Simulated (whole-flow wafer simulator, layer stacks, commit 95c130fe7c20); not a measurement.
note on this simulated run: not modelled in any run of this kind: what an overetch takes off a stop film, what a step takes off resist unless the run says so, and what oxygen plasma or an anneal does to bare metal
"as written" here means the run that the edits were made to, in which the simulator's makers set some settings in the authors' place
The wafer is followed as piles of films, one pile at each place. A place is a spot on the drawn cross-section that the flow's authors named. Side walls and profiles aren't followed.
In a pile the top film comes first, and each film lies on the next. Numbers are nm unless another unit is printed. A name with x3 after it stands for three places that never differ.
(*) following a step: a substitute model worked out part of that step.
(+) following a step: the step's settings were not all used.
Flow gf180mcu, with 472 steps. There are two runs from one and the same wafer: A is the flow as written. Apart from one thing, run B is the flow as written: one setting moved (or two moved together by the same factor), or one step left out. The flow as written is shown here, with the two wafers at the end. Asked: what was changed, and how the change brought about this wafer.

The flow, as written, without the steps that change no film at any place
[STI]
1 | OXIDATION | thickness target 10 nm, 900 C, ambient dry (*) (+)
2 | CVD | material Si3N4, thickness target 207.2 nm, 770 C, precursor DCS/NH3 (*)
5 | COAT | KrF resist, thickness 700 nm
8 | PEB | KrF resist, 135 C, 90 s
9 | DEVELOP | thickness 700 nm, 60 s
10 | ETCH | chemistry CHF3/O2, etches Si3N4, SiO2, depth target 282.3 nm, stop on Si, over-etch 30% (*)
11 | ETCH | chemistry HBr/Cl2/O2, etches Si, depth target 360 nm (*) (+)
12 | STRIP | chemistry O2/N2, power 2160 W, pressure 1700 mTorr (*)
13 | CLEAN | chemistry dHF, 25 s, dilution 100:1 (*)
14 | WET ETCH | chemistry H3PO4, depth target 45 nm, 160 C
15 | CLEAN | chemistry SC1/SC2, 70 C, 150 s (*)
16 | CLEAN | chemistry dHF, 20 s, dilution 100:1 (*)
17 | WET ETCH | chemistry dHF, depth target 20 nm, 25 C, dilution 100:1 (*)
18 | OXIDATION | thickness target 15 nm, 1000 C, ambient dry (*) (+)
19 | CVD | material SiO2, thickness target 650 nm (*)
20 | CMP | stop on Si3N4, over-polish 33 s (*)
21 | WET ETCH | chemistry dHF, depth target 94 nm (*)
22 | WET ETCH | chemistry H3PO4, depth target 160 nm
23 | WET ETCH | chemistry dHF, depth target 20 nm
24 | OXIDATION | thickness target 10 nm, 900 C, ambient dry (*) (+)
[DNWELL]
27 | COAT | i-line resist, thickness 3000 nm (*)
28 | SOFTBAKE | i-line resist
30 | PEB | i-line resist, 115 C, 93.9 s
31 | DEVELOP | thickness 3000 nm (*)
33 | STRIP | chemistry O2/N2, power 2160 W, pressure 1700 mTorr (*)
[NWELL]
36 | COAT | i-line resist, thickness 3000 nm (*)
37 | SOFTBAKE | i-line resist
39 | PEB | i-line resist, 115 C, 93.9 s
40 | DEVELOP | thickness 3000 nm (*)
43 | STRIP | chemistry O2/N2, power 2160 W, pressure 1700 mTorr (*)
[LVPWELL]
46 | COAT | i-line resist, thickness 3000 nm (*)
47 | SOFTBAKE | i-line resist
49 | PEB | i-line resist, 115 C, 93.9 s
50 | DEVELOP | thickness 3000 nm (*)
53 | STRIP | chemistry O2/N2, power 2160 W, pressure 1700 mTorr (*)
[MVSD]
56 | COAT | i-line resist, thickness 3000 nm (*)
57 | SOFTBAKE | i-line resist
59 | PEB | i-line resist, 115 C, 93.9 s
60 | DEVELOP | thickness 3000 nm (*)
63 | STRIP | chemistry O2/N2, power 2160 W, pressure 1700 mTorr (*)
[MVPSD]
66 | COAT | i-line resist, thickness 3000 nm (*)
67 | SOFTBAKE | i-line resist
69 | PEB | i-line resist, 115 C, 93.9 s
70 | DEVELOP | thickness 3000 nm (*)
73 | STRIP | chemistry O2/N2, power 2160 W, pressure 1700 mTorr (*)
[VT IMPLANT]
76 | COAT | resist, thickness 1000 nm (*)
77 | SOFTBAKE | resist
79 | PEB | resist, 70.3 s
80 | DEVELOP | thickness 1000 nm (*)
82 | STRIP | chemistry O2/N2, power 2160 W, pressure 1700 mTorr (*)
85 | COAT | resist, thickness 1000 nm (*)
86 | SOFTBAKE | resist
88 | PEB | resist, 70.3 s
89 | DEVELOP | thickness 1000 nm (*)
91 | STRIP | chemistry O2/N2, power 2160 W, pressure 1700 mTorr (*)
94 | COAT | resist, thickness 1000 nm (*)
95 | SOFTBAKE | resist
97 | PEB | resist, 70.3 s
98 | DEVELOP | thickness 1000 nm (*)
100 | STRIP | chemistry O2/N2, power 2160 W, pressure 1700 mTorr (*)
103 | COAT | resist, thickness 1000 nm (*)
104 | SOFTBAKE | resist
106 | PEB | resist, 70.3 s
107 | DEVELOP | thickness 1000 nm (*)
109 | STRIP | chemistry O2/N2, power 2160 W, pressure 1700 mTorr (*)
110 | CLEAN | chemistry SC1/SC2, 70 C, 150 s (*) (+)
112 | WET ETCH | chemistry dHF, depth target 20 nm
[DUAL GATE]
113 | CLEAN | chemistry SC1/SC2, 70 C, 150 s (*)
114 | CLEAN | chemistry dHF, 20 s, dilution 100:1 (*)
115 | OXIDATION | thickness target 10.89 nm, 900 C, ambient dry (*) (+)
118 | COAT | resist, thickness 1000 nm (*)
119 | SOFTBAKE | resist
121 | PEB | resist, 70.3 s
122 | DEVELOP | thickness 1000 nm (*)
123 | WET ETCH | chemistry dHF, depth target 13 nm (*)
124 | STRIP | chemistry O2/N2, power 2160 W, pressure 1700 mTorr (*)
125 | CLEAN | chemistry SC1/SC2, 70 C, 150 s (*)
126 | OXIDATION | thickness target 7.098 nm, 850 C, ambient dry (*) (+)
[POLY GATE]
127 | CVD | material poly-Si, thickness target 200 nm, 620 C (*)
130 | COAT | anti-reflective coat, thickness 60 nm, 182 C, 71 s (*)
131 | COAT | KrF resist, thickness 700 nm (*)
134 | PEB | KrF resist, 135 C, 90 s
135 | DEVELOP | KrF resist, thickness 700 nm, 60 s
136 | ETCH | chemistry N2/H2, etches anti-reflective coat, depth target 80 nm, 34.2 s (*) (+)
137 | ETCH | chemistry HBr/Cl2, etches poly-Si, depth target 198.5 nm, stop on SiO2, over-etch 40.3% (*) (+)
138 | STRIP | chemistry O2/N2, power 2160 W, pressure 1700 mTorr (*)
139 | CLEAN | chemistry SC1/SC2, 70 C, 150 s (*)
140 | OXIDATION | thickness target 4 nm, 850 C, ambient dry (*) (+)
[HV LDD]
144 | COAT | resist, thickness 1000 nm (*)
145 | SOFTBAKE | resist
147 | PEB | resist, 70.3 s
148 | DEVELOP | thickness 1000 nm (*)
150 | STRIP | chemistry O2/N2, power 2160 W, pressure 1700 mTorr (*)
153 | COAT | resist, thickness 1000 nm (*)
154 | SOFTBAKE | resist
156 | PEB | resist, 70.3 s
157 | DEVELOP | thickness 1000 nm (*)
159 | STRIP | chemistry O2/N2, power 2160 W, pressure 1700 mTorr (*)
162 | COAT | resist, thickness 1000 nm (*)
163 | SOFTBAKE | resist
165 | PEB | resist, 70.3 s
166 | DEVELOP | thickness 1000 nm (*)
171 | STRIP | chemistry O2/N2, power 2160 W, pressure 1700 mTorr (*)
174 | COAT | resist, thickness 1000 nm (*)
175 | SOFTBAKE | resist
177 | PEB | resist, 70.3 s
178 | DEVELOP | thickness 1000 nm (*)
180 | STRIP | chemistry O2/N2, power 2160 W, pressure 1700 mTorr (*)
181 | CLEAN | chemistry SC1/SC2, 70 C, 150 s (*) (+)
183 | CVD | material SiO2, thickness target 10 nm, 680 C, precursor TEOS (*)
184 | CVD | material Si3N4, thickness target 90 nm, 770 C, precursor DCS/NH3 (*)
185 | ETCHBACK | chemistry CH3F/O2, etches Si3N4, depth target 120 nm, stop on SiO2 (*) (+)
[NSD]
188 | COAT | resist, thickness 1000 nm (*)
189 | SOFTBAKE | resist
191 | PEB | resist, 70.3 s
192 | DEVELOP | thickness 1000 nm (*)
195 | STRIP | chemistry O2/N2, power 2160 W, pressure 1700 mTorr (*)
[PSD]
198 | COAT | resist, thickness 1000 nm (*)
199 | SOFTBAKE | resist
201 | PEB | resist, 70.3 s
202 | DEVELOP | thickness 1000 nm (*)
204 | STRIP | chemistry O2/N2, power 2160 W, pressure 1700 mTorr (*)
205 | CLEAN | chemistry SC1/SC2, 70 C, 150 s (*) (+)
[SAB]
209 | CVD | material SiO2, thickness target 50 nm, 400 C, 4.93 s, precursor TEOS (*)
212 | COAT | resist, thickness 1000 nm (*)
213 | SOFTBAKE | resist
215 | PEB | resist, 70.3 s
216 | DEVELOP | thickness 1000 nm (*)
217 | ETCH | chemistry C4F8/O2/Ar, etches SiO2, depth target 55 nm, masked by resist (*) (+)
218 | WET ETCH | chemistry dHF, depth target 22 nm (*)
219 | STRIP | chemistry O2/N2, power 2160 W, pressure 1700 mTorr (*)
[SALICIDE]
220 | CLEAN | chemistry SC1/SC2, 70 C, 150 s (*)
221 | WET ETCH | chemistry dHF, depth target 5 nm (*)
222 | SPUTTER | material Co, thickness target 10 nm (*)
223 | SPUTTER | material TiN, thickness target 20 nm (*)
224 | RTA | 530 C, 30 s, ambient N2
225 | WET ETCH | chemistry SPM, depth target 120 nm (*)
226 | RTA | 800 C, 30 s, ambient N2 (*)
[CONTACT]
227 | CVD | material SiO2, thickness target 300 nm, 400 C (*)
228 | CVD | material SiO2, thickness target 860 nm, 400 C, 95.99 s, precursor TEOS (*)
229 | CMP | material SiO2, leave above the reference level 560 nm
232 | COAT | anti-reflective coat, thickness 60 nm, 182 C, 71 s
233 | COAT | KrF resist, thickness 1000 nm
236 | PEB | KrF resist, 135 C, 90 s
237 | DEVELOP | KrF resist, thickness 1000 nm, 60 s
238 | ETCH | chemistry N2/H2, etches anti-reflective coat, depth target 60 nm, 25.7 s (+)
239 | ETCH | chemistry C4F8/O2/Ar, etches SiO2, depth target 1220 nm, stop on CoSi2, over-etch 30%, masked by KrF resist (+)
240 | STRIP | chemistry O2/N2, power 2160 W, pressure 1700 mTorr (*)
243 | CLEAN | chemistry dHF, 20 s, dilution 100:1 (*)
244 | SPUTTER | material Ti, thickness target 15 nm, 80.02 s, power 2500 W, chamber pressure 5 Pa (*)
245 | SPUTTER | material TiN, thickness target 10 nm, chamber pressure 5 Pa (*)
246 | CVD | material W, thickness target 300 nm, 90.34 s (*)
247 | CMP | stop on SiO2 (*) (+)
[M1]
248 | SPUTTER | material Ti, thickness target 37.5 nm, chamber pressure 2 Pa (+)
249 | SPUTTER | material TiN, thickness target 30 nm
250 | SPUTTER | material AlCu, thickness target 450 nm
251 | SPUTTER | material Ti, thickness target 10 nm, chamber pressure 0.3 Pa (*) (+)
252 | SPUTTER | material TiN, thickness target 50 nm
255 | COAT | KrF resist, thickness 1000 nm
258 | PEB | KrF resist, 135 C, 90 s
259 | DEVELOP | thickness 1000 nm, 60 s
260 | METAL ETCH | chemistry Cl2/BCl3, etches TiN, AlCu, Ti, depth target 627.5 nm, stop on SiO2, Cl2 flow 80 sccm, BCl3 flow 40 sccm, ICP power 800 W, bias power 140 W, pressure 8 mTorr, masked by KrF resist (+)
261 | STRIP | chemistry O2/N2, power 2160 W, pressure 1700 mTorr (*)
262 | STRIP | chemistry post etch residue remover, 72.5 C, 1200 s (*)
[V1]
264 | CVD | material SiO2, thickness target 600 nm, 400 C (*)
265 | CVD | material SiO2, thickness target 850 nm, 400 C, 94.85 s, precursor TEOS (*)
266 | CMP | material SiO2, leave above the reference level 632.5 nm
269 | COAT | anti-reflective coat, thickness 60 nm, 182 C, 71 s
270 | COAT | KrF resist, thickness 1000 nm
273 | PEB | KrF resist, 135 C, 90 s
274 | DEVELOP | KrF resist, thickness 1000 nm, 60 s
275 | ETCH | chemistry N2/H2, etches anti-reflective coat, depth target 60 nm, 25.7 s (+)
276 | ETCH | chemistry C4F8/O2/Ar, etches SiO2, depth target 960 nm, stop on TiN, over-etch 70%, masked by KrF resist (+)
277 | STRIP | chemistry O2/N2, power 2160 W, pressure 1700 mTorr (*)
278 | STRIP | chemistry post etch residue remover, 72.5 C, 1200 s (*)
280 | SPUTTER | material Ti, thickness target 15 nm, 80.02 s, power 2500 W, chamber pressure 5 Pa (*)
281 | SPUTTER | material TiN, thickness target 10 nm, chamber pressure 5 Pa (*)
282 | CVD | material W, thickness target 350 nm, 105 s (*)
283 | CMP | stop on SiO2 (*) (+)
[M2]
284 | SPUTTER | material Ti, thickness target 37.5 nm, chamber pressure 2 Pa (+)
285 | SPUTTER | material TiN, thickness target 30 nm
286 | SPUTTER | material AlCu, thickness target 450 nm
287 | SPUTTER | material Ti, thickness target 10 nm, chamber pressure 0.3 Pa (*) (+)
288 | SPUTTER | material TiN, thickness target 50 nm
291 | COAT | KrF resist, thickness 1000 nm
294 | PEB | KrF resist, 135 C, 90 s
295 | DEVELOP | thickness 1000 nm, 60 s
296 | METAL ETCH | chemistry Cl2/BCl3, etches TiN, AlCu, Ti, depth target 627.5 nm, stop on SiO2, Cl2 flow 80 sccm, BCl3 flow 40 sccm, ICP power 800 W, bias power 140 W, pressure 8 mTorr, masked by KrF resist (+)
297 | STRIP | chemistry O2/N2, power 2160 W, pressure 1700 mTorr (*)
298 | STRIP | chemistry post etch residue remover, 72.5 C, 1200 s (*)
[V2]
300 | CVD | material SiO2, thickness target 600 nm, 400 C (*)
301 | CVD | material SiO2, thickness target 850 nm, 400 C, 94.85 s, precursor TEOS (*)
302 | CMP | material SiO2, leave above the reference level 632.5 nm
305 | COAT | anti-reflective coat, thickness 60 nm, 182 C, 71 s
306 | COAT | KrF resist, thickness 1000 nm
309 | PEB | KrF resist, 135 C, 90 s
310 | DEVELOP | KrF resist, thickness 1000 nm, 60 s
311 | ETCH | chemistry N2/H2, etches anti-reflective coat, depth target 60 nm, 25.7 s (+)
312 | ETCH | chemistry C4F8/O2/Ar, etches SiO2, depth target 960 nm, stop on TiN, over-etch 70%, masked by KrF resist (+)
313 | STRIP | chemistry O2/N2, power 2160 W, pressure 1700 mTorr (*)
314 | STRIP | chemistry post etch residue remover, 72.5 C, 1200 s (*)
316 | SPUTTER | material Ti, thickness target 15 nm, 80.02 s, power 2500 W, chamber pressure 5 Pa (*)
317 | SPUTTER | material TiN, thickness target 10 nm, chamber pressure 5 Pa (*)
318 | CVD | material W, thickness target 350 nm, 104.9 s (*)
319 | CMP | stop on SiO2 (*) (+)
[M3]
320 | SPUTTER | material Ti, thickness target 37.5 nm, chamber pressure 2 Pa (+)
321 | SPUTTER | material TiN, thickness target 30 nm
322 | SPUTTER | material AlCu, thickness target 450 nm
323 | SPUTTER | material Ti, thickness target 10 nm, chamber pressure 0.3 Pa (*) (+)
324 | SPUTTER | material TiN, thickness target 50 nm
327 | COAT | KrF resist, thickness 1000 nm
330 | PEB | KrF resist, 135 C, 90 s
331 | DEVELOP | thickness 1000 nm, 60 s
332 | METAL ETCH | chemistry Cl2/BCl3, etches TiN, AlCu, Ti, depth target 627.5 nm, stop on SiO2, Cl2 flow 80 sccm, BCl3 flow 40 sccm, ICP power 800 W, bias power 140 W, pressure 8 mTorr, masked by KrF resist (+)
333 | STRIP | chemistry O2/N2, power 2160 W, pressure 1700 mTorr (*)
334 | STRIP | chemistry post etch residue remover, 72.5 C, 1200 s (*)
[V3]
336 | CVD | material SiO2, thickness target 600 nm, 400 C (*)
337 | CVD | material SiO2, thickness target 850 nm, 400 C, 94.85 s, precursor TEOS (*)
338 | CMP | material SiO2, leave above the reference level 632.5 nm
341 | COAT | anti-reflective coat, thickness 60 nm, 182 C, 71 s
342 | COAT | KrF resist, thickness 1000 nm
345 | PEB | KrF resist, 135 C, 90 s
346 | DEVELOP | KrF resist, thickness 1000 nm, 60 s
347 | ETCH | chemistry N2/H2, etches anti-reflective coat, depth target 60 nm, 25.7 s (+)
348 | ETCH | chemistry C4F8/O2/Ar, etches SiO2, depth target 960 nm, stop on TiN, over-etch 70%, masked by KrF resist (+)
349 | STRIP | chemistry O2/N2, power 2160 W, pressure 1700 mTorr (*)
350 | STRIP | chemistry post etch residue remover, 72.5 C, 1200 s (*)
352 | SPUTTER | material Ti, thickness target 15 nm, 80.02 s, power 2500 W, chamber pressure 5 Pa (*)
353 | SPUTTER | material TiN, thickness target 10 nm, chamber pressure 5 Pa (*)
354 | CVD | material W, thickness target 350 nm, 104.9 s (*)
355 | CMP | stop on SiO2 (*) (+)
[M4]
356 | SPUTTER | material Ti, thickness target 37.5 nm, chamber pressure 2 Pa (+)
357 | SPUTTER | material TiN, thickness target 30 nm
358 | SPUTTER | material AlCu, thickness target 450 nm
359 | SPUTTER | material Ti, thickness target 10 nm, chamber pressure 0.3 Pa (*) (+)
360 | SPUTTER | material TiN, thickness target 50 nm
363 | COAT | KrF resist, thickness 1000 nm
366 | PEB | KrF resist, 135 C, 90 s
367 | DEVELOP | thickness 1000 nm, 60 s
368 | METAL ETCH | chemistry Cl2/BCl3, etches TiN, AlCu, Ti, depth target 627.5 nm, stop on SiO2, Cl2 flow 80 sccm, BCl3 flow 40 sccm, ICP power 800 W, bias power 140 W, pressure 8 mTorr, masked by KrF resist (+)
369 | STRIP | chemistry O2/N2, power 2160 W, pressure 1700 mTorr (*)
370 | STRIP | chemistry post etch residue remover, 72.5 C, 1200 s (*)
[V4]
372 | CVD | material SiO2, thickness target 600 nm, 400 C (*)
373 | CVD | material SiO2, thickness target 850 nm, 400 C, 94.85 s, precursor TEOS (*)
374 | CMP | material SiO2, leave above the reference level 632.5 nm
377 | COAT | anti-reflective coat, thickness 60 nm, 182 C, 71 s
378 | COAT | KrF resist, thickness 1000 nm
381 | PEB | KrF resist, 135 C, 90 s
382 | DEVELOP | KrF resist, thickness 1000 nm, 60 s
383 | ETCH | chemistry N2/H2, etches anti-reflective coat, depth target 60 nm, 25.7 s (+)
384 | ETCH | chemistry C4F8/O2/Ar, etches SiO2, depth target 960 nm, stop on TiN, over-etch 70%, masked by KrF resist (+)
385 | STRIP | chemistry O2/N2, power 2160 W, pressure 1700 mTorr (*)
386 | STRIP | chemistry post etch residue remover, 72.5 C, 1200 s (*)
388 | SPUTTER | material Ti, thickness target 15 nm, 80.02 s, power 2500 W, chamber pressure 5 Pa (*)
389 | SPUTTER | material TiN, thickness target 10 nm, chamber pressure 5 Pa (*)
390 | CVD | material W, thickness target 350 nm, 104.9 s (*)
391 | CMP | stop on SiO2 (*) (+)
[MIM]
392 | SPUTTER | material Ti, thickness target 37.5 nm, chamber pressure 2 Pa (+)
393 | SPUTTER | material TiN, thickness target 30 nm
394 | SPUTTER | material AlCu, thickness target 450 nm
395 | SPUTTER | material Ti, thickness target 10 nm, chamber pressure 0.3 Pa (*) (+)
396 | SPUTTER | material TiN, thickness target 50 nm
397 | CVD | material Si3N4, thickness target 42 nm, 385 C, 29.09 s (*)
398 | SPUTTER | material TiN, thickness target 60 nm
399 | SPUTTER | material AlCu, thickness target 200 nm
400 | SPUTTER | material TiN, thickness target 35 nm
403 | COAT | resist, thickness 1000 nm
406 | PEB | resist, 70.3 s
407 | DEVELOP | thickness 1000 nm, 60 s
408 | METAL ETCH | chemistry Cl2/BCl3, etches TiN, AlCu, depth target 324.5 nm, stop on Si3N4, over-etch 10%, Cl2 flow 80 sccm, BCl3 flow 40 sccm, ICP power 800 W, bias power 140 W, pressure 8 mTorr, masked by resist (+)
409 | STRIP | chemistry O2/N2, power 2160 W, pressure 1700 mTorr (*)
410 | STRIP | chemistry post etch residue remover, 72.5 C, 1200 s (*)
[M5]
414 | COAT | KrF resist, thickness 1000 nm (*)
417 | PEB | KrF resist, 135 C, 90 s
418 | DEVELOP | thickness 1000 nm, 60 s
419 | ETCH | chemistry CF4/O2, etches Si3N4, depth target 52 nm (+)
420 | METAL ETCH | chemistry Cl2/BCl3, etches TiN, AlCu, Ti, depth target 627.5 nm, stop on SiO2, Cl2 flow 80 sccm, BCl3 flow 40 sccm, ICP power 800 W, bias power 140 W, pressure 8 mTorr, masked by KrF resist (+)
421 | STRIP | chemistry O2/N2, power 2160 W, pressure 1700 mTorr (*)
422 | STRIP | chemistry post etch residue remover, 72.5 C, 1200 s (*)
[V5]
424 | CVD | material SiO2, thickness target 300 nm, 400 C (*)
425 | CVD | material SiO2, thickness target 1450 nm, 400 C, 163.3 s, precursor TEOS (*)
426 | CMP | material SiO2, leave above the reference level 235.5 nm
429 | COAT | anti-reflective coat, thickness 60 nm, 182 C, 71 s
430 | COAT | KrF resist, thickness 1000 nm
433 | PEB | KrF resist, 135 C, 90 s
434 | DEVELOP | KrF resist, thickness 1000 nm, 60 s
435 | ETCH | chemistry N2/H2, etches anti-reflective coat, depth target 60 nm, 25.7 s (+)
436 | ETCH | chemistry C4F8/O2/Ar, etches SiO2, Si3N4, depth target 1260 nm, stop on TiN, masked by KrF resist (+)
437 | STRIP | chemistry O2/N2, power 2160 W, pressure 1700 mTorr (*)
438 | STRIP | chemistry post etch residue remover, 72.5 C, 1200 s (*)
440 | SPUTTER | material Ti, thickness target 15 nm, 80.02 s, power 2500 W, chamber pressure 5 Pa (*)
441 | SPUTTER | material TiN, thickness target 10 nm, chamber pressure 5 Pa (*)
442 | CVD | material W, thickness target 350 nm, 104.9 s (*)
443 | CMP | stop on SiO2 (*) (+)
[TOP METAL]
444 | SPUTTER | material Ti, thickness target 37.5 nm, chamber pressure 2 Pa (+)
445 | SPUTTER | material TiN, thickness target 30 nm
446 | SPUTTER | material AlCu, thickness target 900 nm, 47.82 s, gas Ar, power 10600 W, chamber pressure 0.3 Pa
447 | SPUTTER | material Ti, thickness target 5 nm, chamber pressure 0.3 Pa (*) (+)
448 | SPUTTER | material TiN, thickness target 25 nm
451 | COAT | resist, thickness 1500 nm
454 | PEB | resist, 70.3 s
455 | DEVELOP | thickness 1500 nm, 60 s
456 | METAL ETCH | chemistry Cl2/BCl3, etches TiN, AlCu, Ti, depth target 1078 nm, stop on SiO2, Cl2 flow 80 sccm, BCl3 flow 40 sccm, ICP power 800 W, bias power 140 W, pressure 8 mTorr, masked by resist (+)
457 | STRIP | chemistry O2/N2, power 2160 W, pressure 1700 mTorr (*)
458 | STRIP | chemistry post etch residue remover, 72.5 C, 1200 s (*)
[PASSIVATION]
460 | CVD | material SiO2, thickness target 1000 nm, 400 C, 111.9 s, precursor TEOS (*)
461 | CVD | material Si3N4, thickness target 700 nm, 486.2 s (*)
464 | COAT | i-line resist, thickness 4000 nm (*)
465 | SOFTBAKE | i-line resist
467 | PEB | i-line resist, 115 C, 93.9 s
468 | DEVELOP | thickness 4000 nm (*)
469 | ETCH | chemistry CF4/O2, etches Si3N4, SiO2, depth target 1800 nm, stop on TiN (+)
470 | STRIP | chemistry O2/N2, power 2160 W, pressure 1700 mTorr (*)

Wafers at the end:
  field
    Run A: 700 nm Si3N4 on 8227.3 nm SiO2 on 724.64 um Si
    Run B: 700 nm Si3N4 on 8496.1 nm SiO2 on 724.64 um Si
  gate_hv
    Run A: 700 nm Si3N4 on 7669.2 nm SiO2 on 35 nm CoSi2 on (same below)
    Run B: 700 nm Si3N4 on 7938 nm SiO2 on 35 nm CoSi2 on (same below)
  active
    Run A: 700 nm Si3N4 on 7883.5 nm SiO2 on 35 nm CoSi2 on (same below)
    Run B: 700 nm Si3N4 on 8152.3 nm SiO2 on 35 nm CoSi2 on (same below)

The reason: step 266, CMP: leave above the reference level 901.3 nm was run, though the flow has leave above the reference level 632.5 nm.

How this came from the change, step by step:
  266 | CMP | material SiO2, leave above the reference level 632.5 nm
      field, field__w1, field__w2 and 99 more: A SiO2 loses 300 | B SiO2 loses 31.2
      field__w8, contact, m1 and 6 more: A SiO2 loses 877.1 | B SiO2 loses 608.3
  276 | ETCH | chemistry C4F8/O2/Ar, etches SiO2, depth target 960 nm, stop on TiN, over-etch 70%, masked by KrF resist (+)
      contact: A SiO2 loses 572.5 (all of it) | B SiO2 loses 841.3 (all of it)
  280 | SPUTTER | material Ti, thickness target 15 nm, 80.02 s, power 2500 W, chamber pressure 5 Pa (*)
      contact: A Ti gains 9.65 (new film) | B Ti gains 8.26 (new film)
  281 | SPUTTER | material TiN, thickness target 10 nm, chamber pressure 5 Pa (*)
      contact: A TiN gains 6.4 (new film) | B TiN gains 5.47 (new film)
  282 | CVD | material W, thickness target 350 nm, 105 s (*)
      contact: A W gains 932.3 (new film) | B W gains 1203.4 (new film)
